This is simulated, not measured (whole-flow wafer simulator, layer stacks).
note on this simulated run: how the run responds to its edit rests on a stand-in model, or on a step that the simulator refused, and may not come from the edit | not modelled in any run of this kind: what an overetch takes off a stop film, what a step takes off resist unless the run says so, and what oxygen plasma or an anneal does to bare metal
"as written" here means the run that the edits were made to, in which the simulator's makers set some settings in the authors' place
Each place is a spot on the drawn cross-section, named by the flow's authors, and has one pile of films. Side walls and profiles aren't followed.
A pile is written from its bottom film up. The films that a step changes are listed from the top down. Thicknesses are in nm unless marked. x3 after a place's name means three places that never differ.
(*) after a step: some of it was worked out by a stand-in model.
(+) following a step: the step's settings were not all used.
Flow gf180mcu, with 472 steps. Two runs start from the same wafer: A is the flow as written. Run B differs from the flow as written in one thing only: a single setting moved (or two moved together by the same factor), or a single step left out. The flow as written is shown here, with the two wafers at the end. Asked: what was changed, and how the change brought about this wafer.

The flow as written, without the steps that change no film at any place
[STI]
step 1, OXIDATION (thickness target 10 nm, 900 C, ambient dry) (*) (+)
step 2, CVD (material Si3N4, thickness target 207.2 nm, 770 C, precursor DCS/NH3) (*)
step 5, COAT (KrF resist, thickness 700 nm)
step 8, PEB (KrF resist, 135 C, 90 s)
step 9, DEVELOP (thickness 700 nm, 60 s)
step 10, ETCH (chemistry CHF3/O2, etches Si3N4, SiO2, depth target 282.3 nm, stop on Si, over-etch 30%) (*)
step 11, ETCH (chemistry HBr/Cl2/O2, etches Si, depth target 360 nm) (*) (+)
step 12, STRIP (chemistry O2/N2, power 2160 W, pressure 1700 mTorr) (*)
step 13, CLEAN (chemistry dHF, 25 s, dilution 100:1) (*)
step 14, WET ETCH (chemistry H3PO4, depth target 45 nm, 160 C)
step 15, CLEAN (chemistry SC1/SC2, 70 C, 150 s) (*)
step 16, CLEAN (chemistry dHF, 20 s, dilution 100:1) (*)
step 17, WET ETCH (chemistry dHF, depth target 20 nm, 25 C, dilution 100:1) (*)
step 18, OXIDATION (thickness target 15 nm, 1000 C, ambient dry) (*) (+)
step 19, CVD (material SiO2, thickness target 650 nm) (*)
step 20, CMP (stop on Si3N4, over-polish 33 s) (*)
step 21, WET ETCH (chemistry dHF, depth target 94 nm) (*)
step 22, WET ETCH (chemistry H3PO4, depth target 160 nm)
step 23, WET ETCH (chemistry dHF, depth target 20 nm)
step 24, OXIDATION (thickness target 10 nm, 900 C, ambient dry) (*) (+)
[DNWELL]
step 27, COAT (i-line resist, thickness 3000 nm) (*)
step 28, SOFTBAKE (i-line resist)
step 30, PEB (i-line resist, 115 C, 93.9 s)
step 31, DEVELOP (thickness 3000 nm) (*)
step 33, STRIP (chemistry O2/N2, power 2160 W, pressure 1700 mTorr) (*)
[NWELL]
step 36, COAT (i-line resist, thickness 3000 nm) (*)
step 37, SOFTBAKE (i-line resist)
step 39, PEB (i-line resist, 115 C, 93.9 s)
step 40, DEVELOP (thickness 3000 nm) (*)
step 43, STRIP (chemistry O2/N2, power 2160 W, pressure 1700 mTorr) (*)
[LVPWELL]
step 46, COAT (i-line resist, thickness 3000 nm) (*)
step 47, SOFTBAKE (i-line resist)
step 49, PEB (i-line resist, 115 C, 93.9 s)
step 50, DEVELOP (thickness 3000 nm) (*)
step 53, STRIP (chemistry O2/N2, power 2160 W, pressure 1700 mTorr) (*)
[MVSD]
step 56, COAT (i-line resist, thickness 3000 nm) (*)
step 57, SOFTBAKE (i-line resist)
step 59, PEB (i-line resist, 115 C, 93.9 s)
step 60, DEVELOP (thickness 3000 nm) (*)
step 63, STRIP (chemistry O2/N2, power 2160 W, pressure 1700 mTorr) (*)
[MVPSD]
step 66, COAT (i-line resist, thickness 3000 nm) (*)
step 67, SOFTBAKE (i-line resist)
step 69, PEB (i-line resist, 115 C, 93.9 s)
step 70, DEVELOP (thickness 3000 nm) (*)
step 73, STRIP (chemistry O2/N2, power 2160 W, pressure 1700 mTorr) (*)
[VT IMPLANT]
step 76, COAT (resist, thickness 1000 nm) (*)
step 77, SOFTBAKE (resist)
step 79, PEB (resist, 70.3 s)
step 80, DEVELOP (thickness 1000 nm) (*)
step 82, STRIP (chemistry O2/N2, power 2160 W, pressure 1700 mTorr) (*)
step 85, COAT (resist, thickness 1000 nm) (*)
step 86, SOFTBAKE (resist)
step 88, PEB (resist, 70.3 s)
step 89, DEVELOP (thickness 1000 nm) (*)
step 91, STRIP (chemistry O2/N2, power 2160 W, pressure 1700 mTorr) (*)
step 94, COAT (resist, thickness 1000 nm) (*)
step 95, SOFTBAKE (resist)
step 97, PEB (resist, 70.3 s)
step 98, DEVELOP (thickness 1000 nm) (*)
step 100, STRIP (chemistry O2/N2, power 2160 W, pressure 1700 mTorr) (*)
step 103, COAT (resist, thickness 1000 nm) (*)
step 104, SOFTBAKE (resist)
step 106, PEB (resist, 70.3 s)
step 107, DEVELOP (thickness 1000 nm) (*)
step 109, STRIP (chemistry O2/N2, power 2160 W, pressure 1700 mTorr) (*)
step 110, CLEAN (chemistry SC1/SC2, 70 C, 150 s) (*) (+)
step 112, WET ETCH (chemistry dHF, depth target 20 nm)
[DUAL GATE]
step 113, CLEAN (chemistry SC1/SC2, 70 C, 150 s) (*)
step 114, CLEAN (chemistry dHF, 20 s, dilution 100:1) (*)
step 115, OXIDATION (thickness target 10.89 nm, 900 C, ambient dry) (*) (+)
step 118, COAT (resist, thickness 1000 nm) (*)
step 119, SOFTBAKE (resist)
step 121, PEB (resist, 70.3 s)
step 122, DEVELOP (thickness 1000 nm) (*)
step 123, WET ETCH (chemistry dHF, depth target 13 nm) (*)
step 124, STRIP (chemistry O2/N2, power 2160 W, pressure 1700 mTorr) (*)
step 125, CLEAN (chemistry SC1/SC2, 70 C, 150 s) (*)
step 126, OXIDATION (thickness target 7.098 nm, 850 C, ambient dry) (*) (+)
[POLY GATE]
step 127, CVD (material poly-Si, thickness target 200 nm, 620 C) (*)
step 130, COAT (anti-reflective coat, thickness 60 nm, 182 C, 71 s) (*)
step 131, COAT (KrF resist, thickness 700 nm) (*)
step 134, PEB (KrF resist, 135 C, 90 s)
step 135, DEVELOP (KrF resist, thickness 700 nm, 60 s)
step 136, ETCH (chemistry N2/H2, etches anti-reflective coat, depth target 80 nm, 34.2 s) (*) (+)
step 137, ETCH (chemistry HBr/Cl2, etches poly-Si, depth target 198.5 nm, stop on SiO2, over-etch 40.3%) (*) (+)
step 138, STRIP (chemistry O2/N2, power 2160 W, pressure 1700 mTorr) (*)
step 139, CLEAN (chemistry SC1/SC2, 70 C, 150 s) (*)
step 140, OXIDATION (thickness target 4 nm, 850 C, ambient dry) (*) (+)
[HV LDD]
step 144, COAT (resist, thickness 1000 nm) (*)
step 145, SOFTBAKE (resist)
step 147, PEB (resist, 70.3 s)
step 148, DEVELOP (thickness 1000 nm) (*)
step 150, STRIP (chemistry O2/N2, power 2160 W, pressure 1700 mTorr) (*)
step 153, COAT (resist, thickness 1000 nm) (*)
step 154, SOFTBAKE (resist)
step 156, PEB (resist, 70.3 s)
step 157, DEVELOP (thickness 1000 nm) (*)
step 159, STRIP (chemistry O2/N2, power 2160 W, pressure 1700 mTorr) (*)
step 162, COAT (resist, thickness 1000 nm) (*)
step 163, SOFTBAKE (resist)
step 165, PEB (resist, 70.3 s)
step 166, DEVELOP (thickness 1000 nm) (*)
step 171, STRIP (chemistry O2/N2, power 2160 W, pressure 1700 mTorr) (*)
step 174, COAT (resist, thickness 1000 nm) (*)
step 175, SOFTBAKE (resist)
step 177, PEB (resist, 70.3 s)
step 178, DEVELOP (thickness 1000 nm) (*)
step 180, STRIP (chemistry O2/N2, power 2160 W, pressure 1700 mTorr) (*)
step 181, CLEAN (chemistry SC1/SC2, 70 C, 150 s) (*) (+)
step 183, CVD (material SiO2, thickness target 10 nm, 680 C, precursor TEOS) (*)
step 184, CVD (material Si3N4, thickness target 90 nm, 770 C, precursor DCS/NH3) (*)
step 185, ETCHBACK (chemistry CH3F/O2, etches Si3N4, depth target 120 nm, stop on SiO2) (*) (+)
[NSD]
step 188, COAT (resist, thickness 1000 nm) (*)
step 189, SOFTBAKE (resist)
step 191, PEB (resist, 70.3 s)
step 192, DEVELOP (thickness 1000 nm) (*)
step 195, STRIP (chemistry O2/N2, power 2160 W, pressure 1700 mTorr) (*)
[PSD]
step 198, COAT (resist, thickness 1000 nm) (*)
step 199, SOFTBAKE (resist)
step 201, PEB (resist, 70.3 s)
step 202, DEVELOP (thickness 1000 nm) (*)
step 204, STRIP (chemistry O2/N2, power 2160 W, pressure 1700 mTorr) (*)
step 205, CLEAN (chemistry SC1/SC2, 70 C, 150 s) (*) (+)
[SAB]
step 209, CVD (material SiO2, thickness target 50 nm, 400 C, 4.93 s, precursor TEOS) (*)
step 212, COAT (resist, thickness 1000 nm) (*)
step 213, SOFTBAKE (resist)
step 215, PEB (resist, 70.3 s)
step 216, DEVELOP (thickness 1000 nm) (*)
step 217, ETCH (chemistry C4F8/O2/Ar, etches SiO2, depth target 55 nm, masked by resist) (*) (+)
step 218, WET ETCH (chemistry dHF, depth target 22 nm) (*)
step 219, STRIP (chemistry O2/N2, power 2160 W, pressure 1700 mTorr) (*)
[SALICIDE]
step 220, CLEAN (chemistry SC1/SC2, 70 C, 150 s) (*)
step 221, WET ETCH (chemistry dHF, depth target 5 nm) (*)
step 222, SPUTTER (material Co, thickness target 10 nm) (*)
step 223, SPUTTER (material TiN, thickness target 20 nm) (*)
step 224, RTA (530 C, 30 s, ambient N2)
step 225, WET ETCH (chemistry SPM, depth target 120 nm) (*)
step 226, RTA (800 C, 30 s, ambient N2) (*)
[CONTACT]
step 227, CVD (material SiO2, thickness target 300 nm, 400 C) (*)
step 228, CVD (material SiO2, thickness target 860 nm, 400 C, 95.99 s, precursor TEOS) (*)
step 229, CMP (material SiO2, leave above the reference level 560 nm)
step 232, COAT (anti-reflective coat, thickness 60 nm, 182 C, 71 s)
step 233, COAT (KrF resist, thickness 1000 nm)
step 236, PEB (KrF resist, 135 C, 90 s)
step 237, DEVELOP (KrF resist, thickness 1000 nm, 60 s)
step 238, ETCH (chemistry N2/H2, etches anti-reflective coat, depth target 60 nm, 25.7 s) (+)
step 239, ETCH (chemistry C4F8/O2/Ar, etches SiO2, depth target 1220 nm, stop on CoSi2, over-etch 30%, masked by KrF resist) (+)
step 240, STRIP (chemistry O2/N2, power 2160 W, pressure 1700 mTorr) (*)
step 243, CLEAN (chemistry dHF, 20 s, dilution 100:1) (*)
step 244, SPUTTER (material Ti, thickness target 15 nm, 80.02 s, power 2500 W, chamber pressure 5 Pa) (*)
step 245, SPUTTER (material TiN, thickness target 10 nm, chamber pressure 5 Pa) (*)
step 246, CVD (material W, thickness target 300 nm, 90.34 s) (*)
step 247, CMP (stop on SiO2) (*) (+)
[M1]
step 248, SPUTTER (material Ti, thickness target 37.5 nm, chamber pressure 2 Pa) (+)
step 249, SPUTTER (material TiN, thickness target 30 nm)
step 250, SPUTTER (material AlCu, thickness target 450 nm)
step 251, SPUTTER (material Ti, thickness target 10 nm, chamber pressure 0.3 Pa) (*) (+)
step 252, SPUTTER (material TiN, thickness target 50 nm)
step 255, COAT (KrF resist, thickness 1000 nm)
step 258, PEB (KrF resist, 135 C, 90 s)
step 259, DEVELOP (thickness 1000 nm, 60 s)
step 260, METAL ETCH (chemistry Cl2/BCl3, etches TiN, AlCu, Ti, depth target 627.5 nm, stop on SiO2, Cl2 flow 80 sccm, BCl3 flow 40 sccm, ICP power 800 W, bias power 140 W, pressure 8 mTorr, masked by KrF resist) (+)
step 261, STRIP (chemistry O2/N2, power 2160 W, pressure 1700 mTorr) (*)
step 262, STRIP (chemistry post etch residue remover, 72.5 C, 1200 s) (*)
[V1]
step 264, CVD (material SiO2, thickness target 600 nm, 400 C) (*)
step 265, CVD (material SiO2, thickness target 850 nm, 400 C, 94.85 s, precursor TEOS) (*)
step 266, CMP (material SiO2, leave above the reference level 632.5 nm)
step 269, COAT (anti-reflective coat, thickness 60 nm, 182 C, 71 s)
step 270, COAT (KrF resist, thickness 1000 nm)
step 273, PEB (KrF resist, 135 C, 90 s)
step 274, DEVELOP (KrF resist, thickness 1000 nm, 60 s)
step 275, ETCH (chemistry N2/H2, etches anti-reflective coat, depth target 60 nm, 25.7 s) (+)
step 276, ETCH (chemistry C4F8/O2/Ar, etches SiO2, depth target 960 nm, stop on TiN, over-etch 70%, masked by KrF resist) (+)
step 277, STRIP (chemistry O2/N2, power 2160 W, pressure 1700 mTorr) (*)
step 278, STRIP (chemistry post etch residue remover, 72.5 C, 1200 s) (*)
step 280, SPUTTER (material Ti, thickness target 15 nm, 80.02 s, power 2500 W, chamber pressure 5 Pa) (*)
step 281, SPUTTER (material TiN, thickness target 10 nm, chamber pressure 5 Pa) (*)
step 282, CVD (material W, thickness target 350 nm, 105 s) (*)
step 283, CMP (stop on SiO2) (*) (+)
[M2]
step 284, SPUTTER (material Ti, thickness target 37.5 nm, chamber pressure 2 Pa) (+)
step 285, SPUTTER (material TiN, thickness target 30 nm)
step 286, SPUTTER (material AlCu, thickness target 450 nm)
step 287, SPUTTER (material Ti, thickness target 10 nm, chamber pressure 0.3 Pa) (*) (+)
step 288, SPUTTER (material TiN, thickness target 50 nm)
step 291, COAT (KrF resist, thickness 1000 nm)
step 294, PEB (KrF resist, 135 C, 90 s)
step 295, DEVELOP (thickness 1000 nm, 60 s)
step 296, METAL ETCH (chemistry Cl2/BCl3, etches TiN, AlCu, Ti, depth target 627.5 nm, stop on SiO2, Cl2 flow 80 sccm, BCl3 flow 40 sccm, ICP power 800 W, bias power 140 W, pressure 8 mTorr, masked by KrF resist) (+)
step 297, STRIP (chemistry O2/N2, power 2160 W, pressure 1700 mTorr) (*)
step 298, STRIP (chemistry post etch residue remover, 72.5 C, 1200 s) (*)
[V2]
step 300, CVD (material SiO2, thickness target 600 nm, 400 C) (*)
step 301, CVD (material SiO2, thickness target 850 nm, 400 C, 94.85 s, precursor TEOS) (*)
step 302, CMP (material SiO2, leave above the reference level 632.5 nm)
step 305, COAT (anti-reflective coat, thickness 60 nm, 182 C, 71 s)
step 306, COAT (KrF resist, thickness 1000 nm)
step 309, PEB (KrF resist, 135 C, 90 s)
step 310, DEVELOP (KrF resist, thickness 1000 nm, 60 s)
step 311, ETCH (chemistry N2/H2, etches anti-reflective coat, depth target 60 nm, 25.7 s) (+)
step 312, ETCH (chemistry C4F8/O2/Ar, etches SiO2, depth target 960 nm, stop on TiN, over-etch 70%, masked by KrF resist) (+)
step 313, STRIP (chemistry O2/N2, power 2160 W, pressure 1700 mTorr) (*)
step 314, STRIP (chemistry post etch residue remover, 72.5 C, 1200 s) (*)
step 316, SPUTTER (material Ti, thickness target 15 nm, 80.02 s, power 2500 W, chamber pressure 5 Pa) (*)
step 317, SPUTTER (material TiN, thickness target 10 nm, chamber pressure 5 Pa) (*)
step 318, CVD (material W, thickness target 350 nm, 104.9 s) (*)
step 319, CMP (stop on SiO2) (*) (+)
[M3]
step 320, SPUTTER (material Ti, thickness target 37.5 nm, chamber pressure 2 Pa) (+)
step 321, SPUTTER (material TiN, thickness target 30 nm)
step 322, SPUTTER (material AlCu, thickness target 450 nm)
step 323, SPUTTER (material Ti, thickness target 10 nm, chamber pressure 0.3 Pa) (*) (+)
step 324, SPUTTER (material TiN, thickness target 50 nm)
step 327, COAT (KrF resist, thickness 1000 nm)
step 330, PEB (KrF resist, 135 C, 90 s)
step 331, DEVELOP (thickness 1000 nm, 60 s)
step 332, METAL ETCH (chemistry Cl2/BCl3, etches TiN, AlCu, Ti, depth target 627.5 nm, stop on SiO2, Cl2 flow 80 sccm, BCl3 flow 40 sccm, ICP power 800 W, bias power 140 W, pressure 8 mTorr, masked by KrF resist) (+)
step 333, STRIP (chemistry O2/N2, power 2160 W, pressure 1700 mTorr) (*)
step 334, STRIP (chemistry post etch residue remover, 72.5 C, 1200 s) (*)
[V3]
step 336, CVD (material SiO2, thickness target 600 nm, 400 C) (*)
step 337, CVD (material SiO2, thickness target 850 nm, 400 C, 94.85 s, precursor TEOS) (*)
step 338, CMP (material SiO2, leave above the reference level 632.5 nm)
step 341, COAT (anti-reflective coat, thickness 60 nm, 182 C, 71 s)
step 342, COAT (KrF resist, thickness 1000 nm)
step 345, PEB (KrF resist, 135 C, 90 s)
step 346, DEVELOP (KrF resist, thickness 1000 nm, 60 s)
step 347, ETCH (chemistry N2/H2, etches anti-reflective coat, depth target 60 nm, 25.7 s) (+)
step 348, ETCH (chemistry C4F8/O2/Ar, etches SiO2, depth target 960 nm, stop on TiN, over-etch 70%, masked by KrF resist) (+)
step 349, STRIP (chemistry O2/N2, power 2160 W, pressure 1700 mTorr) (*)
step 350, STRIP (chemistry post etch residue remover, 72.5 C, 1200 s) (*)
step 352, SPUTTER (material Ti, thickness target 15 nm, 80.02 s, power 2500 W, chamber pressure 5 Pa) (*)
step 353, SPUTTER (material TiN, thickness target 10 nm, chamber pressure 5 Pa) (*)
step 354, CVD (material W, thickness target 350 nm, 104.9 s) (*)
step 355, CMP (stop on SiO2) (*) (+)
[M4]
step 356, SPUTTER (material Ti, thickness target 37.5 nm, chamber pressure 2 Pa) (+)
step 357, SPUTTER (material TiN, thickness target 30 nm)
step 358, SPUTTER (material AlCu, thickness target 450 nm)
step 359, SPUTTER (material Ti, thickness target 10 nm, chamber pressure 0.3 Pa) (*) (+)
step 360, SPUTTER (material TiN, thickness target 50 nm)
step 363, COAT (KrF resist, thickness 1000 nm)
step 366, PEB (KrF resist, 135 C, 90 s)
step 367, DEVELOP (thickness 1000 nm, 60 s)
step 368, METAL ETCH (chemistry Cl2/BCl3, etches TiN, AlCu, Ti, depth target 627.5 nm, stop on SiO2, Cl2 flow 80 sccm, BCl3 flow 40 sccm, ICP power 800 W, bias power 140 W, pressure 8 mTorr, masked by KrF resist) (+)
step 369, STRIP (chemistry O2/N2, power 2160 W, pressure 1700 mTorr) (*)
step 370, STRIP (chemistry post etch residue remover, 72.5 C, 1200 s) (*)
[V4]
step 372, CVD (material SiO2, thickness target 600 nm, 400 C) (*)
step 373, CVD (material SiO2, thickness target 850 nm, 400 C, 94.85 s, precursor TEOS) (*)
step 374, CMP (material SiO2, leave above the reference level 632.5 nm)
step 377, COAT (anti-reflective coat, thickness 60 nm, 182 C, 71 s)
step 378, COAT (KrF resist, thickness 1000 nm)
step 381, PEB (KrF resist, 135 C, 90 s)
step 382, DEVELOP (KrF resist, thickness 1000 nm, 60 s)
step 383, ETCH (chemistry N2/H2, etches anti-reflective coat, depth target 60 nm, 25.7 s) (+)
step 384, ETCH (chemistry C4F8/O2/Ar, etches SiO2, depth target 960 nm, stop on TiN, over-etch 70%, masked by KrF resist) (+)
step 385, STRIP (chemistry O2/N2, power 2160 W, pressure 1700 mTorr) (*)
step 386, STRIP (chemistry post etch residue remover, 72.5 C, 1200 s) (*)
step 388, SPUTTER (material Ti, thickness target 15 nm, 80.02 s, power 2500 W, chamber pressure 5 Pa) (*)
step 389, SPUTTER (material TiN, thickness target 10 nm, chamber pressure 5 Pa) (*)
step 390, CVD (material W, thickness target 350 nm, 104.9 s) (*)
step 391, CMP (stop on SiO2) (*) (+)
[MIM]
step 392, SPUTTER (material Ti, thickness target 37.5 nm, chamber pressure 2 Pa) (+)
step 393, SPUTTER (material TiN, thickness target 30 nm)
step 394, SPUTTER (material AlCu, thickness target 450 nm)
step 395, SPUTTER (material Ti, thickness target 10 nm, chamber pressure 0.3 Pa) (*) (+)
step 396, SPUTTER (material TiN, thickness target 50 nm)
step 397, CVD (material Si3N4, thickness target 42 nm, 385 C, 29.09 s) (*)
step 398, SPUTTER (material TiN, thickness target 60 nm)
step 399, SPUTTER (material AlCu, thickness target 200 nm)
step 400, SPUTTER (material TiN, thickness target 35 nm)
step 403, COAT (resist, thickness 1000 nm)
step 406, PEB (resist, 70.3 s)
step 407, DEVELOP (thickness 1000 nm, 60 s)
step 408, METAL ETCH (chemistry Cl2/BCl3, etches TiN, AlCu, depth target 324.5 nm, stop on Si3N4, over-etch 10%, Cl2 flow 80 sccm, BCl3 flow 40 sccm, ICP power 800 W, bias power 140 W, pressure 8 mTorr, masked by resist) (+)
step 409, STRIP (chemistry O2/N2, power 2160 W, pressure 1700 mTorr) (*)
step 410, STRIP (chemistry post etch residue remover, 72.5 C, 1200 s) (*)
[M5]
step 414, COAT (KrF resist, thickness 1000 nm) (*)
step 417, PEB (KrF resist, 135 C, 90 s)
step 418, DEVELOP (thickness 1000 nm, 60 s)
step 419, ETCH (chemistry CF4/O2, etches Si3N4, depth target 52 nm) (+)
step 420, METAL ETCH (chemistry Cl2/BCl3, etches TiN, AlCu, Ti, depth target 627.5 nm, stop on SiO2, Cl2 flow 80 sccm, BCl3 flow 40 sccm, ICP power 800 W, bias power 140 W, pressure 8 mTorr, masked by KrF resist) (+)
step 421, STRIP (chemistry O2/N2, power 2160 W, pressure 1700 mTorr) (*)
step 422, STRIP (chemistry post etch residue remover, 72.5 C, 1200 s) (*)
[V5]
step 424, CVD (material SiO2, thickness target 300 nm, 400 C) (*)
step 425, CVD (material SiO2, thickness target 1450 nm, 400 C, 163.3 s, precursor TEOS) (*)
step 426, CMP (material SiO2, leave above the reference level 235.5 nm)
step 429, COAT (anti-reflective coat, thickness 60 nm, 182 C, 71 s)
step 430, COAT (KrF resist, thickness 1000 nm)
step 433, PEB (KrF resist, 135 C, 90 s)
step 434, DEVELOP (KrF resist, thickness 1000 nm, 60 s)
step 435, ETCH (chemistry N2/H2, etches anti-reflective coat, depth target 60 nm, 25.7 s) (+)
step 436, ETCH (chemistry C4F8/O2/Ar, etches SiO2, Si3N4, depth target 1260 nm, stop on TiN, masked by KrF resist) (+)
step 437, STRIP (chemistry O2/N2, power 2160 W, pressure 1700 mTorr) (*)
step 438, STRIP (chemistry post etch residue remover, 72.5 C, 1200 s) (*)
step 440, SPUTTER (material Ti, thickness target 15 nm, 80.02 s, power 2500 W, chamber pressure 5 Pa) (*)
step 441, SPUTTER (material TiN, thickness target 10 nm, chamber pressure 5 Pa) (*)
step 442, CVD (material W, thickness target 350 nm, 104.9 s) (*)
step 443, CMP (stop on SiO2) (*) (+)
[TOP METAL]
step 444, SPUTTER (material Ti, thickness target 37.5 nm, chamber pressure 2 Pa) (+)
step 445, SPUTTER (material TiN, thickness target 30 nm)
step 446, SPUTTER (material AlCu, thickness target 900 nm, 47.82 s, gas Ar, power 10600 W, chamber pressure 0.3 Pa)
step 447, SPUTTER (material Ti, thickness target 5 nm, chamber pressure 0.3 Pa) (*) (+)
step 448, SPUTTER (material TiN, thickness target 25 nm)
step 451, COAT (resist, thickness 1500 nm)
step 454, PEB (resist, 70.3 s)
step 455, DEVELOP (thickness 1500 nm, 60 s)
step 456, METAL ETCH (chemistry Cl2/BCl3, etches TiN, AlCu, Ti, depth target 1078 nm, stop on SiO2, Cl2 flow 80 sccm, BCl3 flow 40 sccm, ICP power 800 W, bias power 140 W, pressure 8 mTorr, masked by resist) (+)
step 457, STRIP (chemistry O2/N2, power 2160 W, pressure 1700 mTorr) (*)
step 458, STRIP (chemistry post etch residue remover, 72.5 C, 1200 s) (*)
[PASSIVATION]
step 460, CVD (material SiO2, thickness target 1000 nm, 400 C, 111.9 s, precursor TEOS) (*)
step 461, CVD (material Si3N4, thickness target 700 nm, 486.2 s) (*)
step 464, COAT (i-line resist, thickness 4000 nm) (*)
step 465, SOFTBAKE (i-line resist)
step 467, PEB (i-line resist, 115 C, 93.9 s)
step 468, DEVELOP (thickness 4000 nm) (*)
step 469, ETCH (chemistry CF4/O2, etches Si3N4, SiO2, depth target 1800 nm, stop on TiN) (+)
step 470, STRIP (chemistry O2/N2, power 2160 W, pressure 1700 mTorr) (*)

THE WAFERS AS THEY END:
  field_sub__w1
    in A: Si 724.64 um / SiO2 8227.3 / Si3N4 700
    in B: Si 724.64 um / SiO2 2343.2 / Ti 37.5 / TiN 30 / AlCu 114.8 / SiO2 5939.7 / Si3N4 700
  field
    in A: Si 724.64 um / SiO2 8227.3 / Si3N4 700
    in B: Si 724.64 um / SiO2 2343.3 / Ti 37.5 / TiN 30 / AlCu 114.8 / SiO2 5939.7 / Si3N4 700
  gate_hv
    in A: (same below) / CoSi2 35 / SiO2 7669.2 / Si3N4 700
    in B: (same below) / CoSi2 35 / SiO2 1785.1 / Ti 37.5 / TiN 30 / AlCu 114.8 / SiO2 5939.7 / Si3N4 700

Cause: step 286, SPUTTER: thickness target 688 nm was run, while the flow as written has thickness target 450 nm.

Step by step, how the change led to this:
  step 286, SPUTTER (material AlCu, thickness target 450 nm)
      field, field__w1, field__w2 and 108 more: A AlCu gains 450 (new film) | B AlCu gains 688 (new film)
  step 296, METAL ETCH (chemistry Cl2/BCl3, etches TiN, AlCu, Ti, depth target 627.5 nm, stop on SiO2, Cl2 flow 80 sccm, BCl3 flow 40 sccm, ICP power 800 W, bias power 140 W, pressure 8 mTorr, masked by KrF resist) (+)
      field, field__w1, field__w2 and 103 more: A TiN loses 50 (all of it), Ti loses 10 (all of it), AlCu loses 450 (all of it), TiN loses 30 (all of it), Ti loses 37.5 (all of it) | B TiN loses 50 (all of it), Ti loses 10 (all of it), AlCu loses 567.5
  step 298, STRIP (chemistry post etch residue remover, 72.5 C, 1200 s) (*)
      field, field__w1, field__w2 and 103 more: A nothing | B AlCu loses 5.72
  step 300, CVD (material SiO2, thickness target 600 nm, 400 C) (*)
      field, field__w1, field__w2 and 103 more: A SiO2 gains 600 | B SiO2 gains 600 (new film)
  step 302, CMP (material SiO2, leave above the reference level 632.5 nm)
      field, field__w1, field__w2 and 103 more: A SiO2 loses 300 | B SiO2 loses 244.3
With metal films that touch counted as one body, field_sub__w1 has 1 body; the flow as written gives 0 bodies.
With metal films that touch counted as one body, field has 1 body; the flow as written gives 0 bodies.
With metal films that touch counted as one body, gate_hv has 2 bodies (between them, from the top down: SiO2 1785.1); the flow as written gives 1 body.
